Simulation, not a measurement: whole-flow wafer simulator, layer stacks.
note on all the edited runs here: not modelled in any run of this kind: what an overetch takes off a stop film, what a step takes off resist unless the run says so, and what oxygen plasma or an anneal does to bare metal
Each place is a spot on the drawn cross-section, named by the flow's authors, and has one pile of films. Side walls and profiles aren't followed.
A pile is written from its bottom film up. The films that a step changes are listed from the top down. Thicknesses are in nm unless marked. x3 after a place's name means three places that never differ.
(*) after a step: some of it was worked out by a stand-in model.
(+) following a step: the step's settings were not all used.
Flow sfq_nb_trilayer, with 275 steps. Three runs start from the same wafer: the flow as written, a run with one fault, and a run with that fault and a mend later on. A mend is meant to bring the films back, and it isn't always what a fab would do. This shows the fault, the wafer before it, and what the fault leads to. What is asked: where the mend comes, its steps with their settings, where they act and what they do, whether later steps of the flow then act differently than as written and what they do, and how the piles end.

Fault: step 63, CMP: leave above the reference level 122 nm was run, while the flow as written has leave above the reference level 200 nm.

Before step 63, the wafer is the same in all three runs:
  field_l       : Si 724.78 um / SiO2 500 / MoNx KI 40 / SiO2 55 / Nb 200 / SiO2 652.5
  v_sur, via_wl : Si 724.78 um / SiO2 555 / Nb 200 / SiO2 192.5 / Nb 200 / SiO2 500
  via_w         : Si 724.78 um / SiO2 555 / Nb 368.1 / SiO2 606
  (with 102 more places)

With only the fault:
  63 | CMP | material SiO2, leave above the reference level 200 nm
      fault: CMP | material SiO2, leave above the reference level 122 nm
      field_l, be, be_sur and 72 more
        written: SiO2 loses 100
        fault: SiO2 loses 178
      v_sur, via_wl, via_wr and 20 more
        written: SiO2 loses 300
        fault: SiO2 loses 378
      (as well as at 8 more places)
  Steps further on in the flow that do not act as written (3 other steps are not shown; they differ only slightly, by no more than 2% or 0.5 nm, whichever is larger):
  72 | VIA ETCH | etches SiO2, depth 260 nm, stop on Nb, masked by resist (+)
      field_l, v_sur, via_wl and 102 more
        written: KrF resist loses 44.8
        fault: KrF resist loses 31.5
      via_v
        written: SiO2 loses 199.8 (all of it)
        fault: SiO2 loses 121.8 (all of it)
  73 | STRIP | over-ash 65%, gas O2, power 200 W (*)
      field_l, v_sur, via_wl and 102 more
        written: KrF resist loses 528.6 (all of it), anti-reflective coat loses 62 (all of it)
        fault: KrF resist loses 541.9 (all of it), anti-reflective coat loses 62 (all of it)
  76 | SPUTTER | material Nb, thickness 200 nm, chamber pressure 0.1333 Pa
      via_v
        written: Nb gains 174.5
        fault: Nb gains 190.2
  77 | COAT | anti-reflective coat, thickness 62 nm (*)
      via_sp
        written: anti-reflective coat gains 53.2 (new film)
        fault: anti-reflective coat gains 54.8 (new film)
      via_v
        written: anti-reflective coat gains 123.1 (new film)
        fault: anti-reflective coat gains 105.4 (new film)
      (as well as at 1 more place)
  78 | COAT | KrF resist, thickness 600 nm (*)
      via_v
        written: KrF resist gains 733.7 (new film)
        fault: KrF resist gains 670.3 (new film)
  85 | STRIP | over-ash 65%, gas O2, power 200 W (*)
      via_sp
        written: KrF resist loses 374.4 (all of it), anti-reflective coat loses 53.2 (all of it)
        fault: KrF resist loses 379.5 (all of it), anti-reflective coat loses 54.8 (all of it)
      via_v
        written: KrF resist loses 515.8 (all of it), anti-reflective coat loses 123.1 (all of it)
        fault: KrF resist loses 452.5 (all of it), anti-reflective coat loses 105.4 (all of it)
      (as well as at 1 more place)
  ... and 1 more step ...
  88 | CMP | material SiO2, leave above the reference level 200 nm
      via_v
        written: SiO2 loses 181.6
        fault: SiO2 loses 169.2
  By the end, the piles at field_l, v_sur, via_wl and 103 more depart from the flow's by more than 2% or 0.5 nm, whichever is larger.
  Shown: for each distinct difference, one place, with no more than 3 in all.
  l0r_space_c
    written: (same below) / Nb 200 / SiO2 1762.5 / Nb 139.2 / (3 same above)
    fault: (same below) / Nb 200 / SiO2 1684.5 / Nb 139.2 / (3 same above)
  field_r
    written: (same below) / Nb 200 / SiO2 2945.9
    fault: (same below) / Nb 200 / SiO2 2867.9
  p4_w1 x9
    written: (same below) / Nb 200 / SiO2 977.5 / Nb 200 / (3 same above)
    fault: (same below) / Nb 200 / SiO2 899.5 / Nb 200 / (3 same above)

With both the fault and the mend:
  The mend follows step 70.
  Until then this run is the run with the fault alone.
  70a | STRIP | over-ash 65%, gas O2, power 200 W (*)
      field_l, v_sur, via_wl and 102 more
        KrF resist loses 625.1 (all of it), anti-reflective coat loses 62 (all of it)
      via_v
        anti-reflective coat loses 62 (all of it)
  70b | PECVD | material SiO2, thickness 78 nm, 150 C, 17.33 s, RF power 183.3 W, pressure 2.4 Torr, precursor SiH4/N2O (the flow's step 62 again, with other settings)
      field_l, v_sur, via_wl and 103 more
        SiO2 gains 78
  70c | COAT | anti-reflective coat, thickness 62 nm (the flow's step 65 again)
      field_l, v_sur, via_wl and 103 more
        anti-reflective coat gains 62 (new film)
  70d | COAT | KrF resist, thickness 650 nm (the flow's step 66 again)
      field_l, v_sur, via_wl and 103 more
        KrF resist gains 650 (new film)
  70e | SOFTBAKE | KrF resist (the flow's step 67 again)
      does not change any film at any place that is followed
  70f | EXPOSE | photomask I1, dose 11.91 mJ/cm2, NA 0.6, wavelength 248 nm (*) (the flow's step 68 again)
      does not change any film at any place that is followed
  70g | PEB | KrF resist, 90 s (the flow's step 69 again)
      field_l, v_sur, via_wl and 103 more
        KrF resist loses 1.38
  70h | DEVELOP | KrF resist, thickness 650 nm, 60 s (the flow's step 70 again)
      field_l, v_sur, via_wl and 102 more
        KrF resist loses 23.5
      via_v
        KrF resist loses 648.6 (all of it)
  Later steps of the flow that are run all act as written at every place that is followed, up to a difference of at most 2% or 0.5 nm, whichever is larger.
  By the end, the piles equal the flow's at every place that both follow.
